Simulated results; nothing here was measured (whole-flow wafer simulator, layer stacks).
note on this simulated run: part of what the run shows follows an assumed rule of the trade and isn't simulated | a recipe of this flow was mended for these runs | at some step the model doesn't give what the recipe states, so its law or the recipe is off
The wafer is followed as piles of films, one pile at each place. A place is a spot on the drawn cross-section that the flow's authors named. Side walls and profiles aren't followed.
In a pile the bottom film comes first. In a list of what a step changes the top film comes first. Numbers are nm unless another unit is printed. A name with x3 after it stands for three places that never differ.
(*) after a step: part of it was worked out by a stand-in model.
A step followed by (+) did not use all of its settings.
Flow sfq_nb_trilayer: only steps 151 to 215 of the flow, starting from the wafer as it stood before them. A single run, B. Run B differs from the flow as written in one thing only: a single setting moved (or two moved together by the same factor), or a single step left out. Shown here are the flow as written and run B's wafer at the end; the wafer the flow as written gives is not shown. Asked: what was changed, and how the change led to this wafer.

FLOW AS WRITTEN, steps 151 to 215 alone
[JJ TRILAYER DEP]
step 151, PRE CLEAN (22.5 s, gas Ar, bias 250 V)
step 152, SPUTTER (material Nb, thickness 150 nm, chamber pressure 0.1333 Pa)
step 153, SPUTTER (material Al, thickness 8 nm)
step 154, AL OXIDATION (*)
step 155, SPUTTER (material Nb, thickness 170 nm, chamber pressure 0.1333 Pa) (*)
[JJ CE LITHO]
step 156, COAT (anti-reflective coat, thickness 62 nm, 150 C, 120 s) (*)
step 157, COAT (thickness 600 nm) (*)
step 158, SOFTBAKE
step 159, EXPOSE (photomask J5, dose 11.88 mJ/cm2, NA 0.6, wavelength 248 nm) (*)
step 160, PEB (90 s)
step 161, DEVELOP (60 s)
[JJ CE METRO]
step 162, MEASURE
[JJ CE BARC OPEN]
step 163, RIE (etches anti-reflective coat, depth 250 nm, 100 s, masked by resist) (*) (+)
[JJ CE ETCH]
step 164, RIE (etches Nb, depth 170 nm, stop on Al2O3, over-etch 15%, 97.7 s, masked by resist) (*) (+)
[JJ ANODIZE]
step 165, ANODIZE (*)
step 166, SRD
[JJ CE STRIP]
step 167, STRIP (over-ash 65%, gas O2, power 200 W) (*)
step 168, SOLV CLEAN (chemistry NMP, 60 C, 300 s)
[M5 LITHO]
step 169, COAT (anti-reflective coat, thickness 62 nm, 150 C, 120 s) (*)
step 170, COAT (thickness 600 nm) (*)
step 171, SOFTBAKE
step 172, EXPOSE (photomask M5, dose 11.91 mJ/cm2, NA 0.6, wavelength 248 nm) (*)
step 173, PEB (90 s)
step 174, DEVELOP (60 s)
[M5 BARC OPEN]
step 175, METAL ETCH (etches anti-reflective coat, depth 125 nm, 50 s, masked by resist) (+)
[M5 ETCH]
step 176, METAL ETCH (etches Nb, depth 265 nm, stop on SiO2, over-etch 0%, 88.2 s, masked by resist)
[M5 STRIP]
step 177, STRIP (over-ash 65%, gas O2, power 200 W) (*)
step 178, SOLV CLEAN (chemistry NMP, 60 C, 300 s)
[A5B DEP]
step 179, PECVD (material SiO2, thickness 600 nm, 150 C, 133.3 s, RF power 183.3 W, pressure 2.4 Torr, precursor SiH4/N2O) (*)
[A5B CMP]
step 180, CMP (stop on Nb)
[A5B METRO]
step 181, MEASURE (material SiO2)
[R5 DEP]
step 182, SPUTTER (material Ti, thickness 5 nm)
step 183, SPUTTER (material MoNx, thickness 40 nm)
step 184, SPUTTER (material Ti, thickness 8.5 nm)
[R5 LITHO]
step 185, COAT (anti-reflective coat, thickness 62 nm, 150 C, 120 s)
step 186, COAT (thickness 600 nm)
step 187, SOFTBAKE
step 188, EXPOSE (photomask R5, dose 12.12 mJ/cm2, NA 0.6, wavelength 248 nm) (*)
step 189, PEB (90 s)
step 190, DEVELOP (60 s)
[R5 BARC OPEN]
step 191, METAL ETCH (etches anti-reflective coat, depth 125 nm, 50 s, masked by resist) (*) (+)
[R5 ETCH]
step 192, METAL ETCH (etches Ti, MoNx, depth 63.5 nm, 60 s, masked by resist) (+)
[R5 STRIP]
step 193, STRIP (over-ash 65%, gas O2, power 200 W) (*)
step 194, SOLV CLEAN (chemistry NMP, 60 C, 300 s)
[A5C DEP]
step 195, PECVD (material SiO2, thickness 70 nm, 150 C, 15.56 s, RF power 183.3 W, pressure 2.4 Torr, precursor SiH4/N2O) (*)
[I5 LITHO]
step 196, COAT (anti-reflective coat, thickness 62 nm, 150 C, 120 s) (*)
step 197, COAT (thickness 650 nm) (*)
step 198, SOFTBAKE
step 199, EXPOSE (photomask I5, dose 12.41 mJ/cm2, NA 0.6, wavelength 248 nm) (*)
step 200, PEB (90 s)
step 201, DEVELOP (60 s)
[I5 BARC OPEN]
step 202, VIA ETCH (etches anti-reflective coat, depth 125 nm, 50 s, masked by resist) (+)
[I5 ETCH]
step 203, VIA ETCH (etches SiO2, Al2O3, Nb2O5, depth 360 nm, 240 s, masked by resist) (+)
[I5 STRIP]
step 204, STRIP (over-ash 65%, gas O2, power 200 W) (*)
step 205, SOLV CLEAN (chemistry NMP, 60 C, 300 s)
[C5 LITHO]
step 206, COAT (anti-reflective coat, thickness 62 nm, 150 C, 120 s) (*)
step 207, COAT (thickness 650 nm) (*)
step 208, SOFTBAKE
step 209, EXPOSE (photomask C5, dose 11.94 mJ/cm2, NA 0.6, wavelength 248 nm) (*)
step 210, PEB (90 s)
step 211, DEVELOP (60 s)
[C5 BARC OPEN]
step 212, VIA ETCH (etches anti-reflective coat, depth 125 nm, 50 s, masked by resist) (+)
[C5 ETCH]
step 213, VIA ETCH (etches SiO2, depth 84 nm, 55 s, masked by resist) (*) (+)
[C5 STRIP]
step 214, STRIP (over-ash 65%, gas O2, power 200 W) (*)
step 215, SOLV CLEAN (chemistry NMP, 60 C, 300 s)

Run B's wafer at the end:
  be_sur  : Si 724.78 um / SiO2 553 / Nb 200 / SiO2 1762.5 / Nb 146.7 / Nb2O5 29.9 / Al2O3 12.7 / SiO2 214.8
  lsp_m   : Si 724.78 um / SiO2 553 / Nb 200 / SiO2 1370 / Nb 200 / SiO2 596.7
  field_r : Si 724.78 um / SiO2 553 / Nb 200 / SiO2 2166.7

What caused this: step 152, SPUTTER: thickness 157.5 nm was run, while the flow as written has thickness 150 nm.

How this came from the change, step by step:
  step 152, SPUTTER (material Nb, thickness 150 nm, chamber pressure 0.1333 Pa)
      field_l, v_sur, via_sp and 100 more: +157.5 Nb (new film) (in the flow as written it would be: +150 Nb (new film))
      via_wl, via_w, via_wr: +136.3 Nb (in the flow as written it would be: +129.8 Nb)
  step 176, METAL ETCH (etches Nb, depth 265 nm, stop on SiO2, over-etch 0%, 88.2 s, masked by resist)
      field_l, res, r_end and 47 more: -12.6 Al2O3 (all of it), -29.9 Nb2O5 (all of it), -146.7 Nb (all of it), -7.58 SiO2 (in the flow as written it would be: -12.6 Al2O3 (all of it), -29.9 Nb2O5 (all of it), -139.2 Nb (all of it), -8.33 SiO2)
      r_sur, wl_a_sl, wl_a_m6: -12.5 Al2O3 (all of it), -29.9 Nb2O5 (all of it), -146.7 Nb (all of it), -7.58 SiO2 (in the flow as written it would be: -12.5 Al2O3 (all of it), -29.9 Nb2O5 (all of it), -139.2 Nb (all of it), -8.33 SiO2)
  step 180, CMP (stop on Nb)
      field_l, p4_fl x5, p4_w1 x9 and 27 more: -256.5 SiO2 (in the flow as written it would be: -263.3 SiO2)
      r_sur, res, r_end, moat, field_r, lsp_l: -249.4 SiO2 (in the flow as written it would be: -256.4 SiO2)
      (also at 5 further places)
